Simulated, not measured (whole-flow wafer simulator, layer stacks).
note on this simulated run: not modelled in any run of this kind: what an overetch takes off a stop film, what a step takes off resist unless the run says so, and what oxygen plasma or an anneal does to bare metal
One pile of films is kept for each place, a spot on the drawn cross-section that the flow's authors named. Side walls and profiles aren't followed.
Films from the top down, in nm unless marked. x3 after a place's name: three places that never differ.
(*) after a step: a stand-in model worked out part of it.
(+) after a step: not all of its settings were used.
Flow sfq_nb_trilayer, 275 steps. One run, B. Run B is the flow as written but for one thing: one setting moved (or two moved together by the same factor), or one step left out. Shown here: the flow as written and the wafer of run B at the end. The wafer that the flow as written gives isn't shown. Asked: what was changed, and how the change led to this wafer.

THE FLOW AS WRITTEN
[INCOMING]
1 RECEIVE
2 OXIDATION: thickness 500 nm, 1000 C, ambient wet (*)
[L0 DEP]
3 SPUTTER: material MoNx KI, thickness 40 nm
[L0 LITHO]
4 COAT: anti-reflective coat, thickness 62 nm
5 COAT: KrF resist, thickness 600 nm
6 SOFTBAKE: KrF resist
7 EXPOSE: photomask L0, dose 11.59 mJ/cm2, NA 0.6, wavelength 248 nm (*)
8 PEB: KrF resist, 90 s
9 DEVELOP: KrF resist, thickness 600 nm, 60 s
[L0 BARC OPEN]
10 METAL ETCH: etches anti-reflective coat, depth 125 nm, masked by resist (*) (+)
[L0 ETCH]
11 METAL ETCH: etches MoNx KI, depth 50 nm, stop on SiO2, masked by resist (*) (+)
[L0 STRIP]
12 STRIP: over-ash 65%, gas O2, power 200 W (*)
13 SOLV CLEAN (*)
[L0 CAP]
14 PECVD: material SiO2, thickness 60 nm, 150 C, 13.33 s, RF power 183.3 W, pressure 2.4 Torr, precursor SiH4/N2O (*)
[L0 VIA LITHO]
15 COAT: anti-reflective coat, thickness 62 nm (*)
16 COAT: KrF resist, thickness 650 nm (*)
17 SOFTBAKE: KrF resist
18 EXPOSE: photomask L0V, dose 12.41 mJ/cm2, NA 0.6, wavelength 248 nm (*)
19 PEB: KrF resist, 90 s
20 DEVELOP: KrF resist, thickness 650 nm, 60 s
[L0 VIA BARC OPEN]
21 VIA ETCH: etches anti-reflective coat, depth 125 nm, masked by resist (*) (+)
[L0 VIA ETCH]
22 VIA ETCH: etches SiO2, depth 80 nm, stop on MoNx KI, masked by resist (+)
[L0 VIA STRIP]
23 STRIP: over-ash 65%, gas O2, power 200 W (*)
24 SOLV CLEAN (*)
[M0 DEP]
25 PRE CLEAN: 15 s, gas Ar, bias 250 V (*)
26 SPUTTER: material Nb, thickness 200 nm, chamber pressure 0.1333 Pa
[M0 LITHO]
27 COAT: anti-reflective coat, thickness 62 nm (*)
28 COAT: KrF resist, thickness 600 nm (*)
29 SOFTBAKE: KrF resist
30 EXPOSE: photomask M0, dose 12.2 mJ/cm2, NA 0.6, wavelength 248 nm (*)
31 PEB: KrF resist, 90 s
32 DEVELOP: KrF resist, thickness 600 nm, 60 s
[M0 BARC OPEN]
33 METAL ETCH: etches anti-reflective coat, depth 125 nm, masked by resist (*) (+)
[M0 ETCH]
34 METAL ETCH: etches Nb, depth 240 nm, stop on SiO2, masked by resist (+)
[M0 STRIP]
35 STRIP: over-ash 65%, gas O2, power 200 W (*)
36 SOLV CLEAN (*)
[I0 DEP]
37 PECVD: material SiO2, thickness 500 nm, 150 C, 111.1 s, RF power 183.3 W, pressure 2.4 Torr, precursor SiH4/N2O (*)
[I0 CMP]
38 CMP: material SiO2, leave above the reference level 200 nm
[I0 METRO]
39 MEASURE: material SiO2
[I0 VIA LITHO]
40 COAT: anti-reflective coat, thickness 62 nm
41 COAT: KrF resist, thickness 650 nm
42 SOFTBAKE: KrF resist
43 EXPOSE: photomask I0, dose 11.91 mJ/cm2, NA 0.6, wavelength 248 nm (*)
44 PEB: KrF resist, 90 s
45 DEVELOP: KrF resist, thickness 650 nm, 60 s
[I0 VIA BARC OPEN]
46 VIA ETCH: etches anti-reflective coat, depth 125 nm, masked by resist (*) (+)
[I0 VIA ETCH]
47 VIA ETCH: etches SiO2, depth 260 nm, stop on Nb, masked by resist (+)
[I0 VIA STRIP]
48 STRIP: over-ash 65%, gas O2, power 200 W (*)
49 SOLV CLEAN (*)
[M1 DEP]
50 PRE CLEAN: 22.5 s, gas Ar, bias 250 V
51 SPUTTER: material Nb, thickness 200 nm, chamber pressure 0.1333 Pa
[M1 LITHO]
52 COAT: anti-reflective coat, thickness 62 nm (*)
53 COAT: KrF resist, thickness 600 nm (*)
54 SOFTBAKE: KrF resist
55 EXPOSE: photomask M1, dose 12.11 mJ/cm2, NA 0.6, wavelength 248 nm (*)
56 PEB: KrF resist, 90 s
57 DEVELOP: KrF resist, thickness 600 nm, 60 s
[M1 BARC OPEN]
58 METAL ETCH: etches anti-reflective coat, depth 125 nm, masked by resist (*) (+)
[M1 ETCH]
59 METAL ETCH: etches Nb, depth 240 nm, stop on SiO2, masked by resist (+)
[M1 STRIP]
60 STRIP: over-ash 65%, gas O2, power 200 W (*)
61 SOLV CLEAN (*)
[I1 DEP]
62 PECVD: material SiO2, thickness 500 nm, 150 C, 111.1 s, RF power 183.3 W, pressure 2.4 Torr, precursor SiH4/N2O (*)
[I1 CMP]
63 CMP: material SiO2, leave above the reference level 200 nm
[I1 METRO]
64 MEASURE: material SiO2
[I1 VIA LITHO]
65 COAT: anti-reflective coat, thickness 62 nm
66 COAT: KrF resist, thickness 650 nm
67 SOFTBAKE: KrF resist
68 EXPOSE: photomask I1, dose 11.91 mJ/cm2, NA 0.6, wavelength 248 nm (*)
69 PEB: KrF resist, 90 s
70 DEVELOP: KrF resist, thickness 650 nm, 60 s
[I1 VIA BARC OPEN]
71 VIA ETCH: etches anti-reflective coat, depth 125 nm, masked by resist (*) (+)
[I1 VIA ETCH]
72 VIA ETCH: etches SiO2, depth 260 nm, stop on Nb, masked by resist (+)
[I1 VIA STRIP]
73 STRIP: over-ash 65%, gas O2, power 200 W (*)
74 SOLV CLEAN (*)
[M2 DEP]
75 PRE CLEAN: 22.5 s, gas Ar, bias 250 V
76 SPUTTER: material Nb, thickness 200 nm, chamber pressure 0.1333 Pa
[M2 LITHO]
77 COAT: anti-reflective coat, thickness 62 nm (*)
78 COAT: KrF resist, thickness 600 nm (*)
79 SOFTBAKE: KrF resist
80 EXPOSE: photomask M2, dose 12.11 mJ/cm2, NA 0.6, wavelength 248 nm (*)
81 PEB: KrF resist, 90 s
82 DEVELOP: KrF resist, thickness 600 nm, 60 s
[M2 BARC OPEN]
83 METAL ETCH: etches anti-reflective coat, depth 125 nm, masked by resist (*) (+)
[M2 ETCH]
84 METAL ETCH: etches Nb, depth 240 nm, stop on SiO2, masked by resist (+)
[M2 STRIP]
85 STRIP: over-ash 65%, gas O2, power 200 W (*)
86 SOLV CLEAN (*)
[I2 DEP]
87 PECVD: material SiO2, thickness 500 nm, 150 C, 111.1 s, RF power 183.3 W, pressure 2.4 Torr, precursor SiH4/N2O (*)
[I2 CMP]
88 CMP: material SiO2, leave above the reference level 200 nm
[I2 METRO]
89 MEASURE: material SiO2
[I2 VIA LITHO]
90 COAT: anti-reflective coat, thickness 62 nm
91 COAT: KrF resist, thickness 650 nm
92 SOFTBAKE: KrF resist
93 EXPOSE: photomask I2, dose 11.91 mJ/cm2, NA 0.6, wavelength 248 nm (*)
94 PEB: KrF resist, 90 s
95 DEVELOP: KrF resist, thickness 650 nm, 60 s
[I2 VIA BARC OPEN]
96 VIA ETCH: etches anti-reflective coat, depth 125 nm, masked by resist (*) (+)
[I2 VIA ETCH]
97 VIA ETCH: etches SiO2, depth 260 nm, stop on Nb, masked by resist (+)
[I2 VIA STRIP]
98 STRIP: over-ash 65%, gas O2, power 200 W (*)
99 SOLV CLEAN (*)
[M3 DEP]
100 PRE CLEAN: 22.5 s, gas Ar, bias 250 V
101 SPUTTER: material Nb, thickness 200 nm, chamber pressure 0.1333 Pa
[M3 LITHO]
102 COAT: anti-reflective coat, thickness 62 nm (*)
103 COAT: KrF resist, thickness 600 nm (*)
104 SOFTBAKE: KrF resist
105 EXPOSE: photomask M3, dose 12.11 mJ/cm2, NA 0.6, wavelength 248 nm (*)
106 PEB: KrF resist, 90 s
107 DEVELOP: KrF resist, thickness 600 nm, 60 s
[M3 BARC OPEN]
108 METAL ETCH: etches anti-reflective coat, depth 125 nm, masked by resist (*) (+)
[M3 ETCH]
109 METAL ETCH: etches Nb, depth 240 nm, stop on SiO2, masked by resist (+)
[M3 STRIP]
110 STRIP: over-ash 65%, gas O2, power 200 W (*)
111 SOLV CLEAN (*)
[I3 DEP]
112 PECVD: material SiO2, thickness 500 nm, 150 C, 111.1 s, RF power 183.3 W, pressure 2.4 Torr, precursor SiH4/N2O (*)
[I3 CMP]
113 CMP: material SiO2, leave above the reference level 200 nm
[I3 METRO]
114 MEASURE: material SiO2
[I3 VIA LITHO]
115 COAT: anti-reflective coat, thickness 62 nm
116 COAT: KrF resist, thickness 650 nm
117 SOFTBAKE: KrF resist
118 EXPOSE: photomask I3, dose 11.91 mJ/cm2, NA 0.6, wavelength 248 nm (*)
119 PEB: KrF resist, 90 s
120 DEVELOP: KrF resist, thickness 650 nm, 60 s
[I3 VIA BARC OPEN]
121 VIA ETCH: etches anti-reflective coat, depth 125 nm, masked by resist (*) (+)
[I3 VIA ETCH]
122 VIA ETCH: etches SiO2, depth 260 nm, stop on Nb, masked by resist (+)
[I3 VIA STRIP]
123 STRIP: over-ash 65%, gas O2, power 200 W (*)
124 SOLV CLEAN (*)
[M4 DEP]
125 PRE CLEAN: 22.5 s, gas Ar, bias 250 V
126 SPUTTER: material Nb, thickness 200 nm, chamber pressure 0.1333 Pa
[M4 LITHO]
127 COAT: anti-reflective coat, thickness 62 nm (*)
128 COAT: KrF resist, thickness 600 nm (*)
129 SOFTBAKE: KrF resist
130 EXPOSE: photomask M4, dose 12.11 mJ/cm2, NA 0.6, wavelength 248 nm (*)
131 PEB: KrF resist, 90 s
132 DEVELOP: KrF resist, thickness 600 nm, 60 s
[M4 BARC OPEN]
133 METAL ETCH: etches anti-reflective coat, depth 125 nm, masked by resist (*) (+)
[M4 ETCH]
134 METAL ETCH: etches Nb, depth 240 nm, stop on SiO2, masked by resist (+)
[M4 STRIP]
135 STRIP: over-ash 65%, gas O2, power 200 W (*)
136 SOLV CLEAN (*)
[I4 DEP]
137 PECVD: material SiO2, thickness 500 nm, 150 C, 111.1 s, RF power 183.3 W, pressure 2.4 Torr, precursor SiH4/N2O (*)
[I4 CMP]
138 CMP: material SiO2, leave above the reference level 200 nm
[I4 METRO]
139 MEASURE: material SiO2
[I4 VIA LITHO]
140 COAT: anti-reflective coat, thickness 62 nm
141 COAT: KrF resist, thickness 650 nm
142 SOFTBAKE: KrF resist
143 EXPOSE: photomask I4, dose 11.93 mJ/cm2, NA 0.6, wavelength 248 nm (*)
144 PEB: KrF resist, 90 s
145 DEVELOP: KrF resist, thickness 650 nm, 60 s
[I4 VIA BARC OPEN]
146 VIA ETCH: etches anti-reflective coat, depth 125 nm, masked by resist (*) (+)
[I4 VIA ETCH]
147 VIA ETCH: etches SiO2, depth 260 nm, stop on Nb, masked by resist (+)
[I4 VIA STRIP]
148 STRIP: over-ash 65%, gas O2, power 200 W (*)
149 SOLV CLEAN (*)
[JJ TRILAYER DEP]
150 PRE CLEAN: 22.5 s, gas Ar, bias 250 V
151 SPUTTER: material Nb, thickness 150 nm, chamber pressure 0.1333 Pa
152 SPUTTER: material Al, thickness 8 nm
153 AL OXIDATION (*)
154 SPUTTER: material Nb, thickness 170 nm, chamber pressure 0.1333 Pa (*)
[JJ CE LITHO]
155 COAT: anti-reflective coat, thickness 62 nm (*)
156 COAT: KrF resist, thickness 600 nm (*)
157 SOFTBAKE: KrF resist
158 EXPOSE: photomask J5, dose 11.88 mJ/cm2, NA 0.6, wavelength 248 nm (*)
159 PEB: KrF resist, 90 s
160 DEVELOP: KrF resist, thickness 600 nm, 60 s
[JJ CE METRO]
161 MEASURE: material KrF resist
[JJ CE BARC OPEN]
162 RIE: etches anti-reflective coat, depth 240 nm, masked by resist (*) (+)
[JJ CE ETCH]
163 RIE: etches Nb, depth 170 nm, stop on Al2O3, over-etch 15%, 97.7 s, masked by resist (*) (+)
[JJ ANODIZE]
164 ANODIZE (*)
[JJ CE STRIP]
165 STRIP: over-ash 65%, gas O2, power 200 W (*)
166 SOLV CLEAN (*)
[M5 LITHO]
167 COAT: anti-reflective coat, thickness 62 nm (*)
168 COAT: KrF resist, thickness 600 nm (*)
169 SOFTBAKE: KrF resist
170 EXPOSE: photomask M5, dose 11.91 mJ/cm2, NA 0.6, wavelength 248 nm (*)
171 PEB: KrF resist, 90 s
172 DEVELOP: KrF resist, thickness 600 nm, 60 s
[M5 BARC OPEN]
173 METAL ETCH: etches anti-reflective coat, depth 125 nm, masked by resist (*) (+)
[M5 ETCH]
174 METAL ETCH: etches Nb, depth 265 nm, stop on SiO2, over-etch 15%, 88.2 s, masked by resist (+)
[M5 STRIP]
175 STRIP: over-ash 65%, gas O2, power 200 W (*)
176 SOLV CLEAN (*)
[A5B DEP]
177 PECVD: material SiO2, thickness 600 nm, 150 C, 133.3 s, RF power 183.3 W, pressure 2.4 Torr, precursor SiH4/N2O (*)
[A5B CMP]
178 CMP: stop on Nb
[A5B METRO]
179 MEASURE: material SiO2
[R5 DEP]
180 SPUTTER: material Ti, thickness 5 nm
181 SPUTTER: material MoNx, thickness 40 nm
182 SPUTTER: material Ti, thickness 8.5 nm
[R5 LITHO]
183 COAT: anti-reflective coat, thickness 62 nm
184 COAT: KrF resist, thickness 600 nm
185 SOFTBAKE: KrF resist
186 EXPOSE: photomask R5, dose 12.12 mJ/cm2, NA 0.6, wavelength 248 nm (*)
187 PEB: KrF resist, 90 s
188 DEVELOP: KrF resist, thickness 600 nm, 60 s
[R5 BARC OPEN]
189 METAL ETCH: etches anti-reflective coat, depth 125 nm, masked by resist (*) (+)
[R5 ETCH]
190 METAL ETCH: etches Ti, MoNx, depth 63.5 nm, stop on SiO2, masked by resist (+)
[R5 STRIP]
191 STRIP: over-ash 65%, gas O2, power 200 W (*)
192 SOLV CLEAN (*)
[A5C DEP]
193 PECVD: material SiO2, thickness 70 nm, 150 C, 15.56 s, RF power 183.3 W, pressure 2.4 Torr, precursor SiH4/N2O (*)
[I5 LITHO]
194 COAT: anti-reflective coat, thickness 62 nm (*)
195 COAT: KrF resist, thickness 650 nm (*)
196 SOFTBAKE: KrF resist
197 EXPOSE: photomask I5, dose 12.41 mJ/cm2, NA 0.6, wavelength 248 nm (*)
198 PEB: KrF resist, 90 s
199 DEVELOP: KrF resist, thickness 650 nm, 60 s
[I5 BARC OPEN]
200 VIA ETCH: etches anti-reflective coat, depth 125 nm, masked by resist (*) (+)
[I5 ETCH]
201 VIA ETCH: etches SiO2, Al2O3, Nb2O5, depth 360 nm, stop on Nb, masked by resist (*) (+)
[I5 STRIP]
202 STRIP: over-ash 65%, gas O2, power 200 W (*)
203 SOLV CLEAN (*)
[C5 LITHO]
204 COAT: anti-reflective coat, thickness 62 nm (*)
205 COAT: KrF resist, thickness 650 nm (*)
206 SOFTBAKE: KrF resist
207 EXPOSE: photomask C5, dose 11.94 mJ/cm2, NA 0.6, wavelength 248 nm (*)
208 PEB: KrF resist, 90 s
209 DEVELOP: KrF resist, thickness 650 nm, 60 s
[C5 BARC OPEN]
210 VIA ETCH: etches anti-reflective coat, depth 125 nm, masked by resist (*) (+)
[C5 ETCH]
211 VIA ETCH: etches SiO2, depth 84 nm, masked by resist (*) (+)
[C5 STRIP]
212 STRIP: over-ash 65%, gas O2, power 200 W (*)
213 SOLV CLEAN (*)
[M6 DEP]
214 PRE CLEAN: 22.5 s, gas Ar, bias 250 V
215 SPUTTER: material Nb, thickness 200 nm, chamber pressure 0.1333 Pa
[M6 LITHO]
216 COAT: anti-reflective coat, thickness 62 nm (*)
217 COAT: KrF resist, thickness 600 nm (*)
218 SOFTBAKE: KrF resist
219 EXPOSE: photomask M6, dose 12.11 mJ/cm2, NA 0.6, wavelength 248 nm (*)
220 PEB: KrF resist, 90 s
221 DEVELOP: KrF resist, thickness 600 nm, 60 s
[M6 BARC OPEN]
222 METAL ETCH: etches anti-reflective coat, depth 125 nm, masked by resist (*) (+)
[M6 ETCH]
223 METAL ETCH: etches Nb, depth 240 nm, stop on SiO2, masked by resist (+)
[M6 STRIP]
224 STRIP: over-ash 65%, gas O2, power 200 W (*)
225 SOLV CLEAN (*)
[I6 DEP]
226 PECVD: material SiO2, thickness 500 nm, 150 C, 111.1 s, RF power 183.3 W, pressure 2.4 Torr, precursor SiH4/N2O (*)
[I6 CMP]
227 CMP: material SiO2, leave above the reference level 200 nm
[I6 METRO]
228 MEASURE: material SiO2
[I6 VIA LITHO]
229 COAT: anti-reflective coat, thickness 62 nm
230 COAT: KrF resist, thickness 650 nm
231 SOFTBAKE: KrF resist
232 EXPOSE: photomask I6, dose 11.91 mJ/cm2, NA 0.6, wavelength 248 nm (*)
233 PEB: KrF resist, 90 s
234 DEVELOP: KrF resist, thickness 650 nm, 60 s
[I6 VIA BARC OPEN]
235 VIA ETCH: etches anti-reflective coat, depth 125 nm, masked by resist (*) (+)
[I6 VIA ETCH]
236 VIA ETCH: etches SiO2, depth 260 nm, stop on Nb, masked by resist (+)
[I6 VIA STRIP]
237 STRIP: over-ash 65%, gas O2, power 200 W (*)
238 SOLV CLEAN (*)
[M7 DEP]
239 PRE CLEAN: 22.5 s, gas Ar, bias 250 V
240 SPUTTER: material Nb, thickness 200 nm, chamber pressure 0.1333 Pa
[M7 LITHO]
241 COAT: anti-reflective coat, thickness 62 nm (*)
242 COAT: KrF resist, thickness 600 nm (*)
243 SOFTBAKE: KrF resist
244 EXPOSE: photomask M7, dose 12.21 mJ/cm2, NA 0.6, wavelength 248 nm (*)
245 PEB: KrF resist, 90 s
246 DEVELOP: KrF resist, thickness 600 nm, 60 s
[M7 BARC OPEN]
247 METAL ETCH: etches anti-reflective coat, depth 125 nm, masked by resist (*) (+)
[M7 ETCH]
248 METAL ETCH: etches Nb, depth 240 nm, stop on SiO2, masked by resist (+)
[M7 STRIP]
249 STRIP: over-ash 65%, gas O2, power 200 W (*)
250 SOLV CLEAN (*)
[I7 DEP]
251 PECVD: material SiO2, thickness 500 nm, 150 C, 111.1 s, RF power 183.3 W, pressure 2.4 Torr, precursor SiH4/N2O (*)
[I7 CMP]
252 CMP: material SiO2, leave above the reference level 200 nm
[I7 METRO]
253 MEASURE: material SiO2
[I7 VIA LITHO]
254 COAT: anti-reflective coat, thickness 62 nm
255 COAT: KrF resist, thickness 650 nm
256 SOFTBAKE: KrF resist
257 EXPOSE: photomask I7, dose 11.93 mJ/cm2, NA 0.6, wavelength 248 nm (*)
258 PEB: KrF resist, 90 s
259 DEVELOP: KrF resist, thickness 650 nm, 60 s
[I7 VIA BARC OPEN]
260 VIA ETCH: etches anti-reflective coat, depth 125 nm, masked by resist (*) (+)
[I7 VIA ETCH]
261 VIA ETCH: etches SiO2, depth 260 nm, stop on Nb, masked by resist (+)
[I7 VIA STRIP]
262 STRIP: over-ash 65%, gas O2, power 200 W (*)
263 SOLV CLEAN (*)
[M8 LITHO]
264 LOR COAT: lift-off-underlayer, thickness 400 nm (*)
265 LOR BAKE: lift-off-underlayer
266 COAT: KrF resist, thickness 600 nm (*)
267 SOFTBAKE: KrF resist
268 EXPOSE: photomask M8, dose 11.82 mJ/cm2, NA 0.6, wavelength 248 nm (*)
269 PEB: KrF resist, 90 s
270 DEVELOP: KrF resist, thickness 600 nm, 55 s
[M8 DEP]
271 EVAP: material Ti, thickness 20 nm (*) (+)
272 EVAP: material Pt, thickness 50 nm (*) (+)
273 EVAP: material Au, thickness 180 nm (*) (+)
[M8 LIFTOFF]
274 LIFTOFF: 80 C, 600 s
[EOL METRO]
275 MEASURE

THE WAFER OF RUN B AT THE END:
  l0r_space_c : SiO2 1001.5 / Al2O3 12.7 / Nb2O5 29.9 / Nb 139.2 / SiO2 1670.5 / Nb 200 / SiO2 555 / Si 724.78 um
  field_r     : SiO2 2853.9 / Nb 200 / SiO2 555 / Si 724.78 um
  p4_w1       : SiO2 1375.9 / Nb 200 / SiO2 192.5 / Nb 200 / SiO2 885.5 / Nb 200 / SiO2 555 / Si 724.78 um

The cause: step 88, CMP: leave above the reference level 108 nm was run, where the flow has leave above the reference level 200 nm.

How the change led to this, step by step:
  88 CMP: material SiO2, leave above the reference level 200 nm
      field_l, be, be_sur and 81 more: SiO2 -192 (as written it would be: SiO2 -100)
      v_sur, via_wl, via_w and 18 more: SiO2 -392 (as written it would be: SiO2 -300)
      (and at 1 more place)
  97 VIA ETCH: etches SiO2, depth 260 nm, stop on Nb, masked by resist (+)
      field_l, v_sur, via_wl and 102 more: KrF resist -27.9 (as written it would be: KrF resist -44.8)
      via_w: SiO2 -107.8 (all of it) (as written it would be: SiO2 -199.8 (all of it))
  98 STRIP: over-ash 65%, gas O2, power 200 W (*)
      field_l, v_sur, via_wl and 102 more: KrF resist -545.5 (all of it), anti-reflective coat -62 (all of it) (as written it would be: KrF resist -528.6 (all of it), anti-reflective coat -62 (all of it))
  101 SPUTTER: material Nb, thickness 200 nm, chamber pressure 0.1333 Pa
      via_w: Nb +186 (as written it would be: Nb +165.5)
  102 COAT: anti-reflective coat, thickness 62 nm (*)
      via_wl, via_wr: anti-reflective coat +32 (new film) (as written it would be: anti-reflective coat +34.2 (new film))
      v_sur: anti-reflective coat +56.7 (new film) (as written it would be: anti-reflective coat +61.1 (new film))
      (and at 2 more places)
  103 COAT: KrF resist, thickness 600 nm (*)
      via_wl: KrF resist +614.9 (new film) (as written it would be: KrF resist +601.8 (new film))
      via_w: KrF resist +655.8 (new film) (as written it would be: KrF resist +737.9 (new film))
      (and at 1 more place)
  110 STRIP: over-ash 65%, gas O2, power 200 W (*)
      v_sur: KrF resist -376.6 (all of it), anti-reflective coat -56.7 (all of it) (as written it would be: KrF resist -365.3 (all of it), anti-reflective coat -61.1 (all of it))
      via_wl: KrF resist -397.2 (all of it), anti-reflective coat -32 (all of it) (as written it would be: KrF resist -384.2 (all of it), anti-reflective coat -34.2 (all of it))
      (and at 3 more places)
  112 PECVD: material SiO2, thickness 500 nm, 150 C, 111.1 s, RF power 183.3 W, pressure 2.4 Torr, precursor SiH4/N2O (*)
      via_w: SiO2 +500 (new film) (as written it would be: SiO2 +615 (new film))
